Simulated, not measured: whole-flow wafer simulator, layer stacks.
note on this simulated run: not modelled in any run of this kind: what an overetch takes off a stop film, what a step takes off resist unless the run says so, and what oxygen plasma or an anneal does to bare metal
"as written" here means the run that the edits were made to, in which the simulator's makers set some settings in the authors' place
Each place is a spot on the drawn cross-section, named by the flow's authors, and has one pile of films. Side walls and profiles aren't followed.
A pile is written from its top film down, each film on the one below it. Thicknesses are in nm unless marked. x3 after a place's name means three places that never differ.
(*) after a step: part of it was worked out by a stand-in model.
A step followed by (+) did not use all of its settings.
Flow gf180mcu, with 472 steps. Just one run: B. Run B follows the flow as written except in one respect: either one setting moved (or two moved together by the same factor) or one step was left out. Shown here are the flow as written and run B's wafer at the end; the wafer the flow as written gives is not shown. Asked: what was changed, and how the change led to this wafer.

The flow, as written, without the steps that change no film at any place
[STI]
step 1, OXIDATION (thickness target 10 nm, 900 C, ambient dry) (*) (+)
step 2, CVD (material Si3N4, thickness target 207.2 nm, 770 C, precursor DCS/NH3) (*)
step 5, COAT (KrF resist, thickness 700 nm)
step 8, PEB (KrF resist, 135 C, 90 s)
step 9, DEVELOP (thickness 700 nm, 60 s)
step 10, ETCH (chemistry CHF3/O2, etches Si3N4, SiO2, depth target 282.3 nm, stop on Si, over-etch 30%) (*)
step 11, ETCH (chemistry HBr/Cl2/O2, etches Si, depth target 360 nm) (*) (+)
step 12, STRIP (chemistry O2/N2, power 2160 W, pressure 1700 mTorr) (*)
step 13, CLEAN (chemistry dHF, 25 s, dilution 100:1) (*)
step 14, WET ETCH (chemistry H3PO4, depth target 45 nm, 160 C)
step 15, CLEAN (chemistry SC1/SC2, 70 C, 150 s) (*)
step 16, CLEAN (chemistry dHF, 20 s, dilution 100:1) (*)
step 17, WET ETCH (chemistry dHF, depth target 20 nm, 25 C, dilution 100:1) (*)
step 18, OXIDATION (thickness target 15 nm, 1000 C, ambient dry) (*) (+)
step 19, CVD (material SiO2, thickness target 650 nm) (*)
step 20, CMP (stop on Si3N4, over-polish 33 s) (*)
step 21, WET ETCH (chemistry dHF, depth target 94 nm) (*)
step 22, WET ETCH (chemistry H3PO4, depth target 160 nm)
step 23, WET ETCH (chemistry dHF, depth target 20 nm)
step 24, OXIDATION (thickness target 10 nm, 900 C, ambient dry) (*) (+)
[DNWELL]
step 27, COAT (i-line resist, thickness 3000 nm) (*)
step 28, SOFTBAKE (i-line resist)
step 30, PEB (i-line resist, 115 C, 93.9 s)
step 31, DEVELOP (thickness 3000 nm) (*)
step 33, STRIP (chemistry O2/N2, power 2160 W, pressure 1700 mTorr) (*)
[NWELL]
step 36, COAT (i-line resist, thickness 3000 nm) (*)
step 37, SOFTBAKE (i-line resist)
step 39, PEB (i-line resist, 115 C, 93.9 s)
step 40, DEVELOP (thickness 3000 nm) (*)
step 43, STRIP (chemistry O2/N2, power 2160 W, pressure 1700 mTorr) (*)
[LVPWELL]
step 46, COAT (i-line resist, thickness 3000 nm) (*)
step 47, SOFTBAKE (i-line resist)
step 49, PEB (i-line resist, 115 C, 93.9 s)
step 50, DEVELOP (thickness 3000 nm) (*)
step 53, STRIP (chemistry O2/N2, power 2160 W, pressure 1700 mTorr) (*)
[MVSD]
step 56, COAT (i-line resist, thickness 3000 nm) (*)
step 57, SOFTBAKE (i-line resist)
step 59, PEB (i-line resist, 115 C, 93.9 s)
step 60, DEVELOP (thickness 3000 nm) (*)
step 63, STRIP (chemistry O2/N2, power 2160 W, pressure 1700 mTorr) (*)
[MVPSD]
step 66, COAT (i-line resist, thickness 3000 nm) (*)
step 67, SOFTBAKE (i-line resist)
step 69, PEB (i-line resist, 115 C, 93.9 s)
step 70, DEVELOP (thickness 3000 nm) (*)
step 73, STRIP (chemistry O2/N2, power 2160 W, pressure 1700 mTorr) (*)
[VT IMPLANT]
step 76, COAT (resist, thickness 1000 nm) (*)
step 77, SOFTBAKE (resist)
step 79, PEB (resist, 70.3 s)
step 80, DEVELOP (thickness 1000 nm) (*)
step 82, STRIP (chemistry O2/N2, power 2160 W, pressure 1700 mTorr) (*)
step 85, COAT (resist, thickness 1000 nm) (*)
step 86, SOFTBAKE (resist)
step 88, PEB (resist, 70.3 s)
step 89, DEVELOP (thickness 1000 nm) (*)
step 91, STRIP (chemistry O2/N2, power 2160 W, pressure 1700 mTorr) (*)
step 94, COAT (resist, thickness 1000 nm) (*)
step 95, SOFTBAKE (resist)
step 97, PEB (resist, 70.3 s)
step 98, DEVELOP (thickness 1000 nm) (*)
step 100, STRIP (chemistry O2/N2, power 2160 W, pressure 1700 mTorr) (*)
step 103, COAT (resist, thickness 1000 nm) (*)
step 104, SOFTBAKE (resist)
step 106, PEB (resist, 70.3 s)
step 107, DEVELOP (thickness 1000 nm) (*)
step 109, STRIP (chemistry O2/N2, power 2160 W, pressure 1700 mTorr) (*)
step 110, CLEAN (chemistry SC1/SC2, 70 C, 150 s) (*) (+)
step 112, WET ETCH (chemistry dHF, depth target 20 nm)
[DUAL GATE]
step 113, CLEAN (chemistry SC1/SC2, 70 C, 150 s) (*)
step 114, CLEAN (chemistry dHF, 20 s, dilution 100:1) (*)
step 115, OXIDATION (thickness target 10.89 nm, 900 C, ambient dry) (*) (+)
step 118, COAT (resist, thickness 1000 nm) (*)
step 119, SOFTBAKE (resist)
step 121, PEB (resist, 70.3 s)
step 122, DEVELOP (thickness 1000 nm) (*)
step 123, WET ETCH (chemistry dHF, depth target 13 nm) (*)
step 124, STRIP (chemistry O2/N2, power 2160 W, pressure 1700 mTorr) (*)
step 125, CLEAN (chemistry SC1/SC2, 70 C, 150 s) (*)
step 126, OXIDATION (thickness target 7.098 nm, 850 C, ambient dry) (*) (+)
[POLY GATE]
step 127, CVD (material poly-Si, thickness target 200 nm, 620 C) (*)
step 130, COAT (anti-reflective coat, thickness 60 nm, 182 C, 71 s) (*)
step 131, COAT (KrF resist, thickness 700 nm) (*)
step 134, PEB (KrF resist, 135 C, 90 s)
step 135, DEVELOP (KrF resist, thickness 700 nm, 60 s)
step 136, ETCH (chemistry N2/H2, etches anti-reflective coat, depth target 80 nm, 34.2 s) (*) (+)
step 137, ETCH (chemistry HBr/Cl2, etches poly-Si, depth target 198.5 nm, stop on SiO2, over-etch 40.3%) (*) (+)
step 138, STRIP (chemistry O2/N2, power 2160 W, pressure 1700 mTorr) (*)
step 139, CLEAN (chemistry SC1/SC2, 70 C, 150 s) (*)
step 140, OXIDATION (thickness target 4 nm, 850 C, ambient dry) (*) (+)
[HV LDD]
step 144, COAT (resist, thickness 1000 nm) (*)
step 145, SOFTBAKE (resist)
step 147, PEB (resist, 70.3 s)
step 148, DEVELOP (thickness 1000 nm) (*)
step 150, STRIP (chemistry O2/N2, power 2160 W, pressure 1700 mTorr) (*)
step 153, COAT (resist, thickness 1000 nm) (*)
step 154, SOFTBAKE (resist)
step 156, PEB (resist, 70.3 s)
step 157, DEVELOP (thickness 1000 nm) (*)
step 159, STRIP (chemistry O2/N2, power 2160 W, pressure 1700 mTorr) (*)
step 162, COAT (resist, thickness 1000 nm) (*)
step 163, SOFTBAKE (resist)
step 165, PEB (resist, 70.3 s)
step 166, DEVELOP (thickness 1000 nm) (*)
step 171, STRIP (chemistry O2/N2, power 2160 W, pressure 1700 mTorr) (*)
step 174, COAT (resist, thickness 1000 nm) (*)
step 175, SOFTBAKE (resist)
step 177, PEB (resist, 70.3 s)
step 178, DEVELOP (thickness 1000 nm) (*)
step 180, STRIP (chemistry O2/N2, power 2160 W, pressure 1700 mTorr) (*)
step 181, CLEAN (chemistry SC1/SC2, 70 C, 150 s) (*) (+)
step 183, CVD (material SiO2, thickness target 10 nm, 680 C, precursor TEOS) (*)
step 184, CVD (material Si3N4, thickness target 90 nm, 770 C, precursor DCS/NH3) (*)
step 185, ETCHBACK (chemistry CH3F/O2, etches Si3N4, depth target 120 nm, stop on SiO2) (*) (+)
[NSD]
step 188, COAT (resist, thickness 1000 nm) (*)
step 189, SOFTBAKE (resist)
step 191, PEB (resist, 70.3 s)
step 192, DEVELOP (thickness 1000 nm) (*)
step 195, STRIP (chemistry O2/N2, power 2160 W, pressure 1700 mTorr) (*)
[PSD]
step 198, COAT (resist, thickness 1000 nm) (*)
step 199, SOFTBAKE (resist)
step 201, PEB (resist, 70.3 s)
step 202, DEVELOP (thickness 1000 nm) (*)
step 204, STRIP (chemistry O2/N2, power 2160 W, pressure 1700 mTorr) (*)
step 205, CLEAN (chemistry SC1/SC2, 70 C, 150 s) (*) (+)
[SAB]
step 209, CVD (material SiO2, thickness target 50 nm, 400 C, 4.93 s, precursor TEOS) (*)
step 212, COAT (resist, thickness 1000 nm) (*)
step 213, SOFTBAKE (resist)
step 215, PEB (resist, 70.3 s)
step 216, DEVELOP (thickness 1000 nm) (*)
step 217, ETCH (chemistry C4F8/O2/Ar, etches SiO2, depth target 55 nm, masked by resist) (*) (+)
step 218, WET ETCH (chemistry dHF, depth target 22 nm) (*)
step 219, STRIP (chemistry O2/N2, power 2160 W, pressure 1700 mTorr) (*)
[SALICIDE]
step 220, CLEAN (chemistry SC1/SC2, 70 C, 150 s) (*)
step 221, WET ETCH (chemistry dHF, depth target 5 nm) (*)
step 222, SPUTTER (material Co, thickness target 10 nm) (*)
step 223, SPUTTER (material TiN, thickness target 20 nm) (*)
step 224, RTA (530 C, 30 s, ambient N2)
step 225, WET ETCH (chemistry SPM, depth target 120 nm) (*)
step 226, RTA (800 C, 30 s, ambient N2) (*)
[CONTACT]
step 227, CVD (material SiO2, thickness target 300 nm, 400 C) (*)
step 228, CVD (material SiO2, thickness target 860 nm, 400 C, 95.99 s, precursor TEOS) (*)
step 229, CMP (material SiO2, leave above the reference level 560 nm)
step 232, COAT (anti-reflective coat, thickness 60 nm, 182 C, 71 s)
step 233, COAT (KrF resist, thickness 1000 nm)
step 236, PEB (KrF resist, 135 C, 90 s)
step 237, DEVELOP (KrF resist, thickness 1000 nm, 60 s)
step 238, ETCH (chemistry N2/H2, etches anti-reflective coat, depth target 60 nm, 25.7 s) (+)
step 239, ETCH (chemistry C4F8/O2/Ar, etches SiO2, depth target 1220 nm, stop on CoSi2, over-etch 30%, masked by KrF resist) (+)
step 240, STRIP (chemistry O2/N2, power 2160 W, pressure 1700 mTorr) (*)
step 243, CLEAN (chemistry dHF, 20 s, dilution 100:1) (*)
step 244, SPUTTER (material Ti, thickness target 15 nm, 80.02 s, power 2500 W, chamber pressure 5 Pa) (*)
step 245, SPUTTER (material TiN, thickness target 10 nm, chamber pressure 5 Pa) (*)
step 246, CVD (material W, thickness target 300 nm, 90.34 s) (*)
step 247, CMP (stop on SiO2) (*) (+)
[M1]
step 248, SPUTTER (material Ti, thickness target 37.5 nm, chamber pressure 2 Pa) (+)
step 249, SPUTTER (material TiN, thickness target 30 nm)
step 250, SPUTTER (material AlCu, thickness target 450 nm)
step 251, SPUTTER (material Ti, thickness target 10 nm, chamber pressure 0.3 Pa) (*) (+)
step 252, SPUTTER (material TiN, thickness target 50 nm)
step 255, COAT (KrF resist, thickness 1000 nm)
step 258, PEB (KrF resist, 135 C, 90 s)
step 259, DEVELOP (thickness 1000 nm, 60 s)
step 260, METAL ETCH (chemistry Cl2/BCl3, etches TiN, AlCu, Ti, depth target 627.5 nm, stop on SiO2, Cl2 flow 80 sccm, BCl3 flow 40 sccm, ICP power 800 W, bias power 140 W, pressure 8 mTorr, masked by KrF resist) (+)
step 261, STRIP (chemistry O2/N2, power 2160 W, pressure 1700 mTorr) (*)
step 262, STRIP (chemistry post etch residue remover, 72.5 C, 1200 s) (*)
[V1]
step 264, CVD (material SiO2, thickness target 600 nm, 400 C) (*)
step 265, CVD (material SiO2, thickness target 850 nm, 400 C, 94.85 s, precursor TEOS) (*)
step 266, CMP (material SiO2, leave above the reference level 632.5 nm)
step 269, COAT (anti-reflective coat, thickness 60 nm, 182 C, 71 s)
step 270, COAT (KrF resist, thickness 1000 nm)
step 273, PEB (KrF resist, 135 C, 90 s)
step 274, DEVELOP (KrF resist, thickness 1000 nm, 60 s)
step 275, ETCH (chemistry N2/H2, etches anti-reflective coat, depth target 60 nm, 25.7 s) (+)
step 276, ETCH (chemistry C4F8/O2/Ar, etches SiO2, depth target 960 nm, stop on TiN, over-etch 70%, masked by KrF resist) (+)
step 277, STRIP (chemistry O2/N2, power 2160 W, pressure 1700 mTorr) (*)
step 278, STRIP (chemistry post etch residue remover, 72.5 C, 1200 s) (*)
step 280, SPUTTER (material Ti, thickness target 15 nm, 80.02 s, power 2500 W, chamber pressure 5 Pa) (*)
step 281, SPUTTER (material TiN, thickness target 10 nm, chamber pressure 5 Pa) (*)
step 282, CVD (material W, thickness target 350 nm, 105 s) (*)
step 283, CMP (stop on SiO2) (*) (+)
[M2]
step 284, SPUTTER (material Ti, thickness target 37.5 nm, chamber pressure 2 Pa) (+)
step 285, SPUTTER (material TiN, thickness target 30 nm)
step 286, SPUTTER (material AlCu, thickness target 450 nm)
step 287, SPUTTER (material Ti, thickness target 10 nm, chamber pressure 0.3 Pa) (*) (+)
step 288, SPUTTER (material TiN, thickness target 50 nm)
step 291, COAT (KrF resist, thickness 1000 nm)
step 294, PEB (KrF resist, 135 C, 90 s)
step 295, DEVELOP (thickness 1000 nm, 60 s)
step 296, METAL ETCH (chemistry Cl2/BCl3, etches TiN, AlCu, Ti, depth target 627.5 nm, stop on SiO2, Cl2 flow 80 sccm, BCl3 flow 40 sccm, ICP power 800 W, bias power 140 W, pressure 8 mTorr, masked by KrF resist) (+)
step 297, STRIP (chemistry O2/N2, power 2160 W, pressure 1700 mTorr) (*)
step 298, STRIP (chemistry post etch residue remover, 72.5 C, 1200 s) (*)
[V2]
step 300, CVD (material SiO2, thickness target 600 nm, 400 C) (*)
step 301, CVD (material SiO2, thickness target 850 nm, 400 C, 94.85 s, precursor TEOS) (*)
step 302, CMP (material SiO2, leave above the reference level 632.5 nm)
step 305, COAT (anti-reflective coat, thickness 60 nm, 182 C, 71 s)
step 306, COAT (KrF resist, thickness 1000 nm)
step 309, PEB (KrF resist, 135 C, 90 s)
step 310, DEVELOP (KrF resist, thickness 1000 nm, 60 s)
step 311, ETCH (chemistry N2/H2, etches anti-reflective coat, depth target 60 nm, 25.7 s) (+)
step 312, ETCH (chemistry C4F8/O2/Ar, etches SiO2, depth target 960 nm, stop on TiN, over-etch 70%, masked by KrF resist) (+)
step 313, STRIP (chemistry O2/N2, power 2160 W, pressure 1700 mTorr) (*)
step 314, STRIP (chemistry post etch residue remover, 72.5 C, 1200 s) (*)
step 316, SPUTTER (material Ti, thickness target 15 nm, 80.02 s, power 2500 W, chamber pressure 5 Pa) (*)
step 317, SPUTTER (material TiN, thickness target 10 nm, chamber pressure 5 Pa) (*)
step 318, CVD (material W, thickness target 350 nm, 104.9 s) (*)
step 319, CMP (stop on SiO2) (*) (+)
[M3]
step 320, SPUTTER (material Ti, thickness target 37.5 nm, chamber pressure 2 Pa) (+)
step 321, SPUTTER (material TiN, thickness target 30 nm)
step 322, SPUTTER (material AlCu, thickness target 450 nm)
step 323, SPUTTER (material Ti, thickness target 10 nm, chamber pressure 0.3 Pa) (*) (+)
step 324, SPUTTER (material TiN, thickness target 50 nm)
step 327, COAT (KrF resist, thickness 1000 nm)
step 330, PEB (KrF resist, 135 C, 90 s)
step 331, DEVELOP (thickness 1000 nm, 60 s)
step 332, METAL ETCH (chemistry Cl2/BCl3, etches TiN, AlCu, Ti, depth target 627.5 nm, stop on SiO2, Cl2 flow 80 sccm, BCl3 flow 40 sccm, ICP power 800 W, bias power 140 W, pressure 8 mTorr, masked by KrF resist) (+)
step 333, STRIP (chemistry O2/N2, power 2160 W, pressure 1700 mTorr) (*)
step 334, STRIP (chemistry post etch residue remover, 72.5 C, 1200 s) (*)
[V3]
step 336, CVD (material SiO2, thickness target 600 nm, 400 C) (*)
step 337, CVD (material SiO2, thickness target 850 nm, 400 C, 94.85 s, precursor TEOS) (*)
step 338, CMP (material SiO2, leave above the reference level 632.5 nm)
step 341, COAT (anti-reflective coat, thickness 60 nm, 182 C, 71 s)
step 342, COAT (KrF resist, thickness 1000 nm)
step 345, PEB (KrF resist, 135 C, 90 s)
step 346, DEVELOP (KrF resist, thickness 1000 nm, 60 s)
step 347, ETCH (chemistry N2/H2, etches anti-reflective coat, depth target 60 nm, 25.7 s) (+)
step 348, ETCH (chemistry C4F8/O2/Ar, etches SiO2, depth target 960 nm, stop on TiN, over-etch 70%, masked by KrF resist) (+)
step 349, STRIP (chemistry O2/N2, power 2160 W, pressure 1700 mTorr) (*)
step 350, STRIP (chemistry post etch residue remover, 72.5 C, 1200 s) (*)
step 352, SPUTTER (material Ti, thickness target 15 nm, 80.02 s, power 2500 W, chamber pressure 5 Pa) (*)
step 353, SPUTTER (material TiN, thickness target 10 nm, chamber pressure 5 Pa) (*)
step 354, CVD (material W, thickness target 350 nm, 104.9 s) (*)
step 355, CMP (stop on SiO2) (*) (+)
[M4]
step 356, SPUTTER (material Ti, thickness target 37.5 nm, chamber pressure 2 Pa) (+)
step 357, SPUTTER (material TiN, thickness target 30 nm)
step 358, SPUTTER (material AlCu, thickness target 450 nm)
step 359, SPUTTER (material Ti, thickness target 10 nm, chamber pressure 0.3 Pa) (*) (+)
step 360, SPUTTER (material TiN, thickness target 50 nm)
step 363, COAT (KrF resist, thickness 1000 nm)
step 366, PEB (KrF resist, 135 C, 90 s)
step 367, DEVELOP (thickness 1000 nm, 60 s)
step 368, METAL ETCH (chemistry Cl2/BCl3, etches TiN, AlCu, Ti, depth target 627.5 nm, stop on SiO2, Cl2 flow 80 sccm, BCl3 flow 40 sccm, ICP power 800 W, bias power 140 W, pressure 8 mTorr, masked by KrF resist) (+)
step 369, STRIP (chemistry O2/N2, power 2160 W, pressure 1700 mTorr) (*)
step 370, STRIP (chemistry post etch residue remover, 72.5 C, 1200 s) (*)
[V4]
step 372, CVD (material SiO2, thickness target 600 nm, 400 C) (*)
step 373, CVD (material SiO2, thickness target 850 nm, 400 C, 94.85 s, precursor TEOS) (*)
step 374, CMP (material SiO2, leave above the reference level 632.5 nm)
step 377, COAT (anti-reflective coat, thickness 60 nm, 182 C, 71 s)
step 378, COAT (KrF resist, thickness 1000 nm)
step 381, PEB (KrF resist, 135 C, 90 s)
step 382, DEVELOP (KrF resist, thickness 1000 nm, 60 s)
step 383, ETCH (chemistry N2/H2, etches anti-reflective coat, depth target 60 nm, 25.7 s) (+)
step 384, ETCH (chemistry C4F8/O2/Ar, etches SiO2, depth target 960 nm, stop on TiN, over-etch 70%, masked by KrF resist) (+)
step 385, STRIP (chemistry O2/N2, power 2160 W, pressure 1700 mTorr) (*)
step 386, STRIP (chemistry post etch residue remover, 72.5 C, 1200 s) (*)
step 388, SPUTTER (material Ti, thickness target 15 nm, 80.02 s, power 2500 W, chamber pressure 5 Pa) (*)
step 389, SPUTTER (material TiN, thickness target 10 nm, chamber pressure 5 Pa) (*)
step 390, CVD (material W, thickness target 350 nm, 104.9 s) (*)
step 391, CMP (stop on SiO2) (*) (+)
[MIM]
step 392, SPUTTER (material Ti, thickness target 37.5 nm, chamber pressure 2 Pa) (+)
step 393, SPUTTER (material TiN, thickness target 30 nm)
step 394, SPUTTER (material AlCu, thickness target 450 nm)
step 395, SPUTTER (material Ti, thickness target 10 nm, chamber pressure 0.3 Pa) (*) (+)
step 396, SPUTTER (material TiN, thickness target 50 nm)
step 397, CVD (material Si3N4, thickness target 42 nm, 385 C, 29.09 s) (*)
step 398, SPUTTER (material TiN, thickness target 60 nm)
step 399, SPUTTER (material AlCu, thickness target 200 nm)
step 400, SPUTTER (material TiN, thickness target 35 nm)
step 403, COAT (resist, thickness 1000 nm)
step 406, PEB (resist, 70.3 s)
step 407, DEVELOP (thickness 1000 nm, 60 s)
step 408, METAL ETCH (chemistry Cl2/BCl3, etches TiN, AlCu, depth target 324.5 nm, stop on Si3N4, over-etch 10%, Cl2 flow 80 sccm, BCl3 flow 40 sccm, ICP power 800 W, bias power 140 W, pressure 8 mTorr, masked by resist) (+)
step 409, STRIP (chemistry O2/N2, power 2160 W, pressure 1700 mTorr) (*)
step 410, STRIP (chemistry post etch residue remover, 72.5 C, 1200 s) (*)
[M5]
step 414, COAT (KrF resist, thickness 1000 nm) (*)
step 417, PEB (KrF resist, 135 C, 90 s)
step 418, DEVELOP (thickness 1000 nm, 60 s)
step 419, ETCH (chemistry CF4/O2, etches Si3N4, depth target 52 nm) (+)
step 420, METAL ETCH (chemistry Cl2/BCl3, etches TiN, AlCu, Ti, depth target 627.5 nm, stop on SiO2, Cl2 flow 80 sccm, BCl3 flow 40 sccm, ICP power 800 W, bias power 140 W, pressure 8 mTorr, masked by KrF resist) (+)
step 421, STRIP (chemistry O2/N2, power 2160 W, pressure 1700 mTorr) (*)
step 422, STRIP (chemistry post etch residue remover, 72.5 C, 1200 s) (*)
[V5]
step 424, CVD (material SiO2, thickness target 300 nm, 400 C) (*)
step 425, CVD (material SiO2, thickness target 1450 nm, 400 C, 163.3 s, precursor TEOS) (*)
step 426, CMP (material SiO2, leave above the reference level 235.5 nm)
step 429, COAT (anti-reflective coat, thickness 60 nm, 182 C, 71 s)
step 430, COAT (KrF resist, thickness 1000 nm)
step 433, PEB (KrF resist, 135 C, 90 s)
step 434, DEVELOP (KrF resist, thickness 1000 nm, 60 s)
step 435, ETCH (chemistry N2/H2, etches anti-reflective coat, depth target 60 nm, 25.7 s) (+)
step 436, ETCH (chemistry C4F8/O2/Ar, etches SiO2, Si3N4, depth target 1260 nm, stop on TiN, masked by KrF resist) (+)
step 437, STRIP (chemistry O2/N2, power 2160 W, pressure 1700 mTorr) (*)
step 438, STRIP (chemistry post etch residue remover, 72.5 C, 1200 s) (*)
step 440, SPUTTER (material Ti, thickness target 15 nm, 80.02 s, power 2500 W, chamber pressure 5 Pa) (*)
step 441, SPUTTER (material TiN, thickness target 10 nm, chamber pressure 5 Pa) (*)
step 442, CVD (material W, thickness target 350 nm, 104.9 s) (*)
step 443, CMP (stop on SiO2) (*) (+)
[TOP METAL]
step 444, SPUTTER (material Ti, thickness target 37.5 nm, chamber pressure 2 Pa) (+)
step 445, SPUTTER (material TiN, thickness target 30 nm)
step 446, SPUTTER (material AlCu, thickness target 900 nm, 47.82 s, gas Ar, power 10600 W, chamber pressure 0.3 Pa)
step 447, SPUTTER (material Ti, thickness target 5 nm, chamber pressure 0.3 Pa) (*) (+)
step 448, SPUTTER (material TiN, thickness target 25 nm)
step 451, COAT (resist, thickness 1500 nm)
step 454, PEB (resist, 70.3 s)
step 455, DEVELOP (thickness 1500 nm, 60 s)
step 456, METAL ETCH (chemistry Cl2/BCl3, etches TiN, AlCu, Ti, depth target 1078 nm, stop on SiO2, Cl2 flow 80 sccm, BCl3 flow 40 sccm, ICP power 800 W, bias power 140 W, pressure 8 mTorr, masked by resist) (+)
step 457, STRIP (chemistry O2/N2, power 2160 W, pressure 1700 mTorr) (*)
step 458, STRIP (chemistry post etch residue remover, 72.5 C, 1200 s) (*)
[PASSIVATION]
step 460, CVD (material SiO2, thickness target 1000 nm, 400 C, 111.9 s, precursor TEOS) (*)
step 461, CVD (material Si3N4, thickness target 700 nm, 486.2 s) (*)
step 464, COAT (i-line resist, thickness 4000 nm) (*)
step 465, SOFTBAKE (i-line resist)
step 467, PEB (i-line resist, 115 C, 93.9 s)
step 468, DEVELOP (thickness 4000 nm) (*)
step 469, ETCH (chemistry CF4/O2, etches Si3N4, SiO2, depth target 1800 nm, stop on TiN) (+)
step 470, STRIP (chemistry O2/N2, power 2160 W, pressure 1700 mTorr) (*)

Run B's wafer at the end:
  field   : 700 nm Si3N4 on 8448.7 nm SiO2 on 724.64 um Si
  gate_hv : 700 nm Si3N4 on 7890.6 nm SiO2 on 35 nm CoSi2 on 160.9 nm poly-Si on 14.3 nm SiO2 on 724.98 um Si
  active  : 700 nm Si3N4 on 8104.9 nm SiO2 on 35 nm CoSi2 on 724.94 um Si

What caused this: step 302, CMP: leave above the reference level 853.9 nm was run, though the flow has leave above the reference level 632.5 nm.

The path from the change to this, step by step:
  step 302, CMP (material SiO2, leave above the reference level 632.5 nm)
      field, field__w1, field__w2 and 103 more: -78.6 SiO2 (it would be, as written: -300 SiO2)
      field__w8, contact, m1, m1__w1, m1_nw: -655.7 SiO2 (it would be, as written: -877.1 SiO2)
  step 312, ETCH (chemistry C4F8/O2/Ar, etches SiO2, depth target 960 nm, stop on TiN, over-etch 70%, masked by KrF resist) (+)
      contact: -793.9 SiO2 (all of it) (it would be, as written: -572.5 SiO2 (all of it))
  step 316, SPUTTER (material Ti, thickness target 15 nm, 80.02 s, power 2500 W, chamber pressure 5 Pa) (*)
      contact: +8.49 Ti (new film) (it would be, as written: +9.65 Ti (new film))
  step 317, SPUTTER (material TiN, thickness target 10 nm, chamber pressure 5 Pa) (*)
      contact: +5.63 TiN (new film) (it would be, as written: +6.4 TiN (new film))
  step 318, CVD (material W, thickness target 350 nm, 104.9 s) (*)
      contact: +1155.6 W (new film) (it would be, as written: +932.3 W (new film))
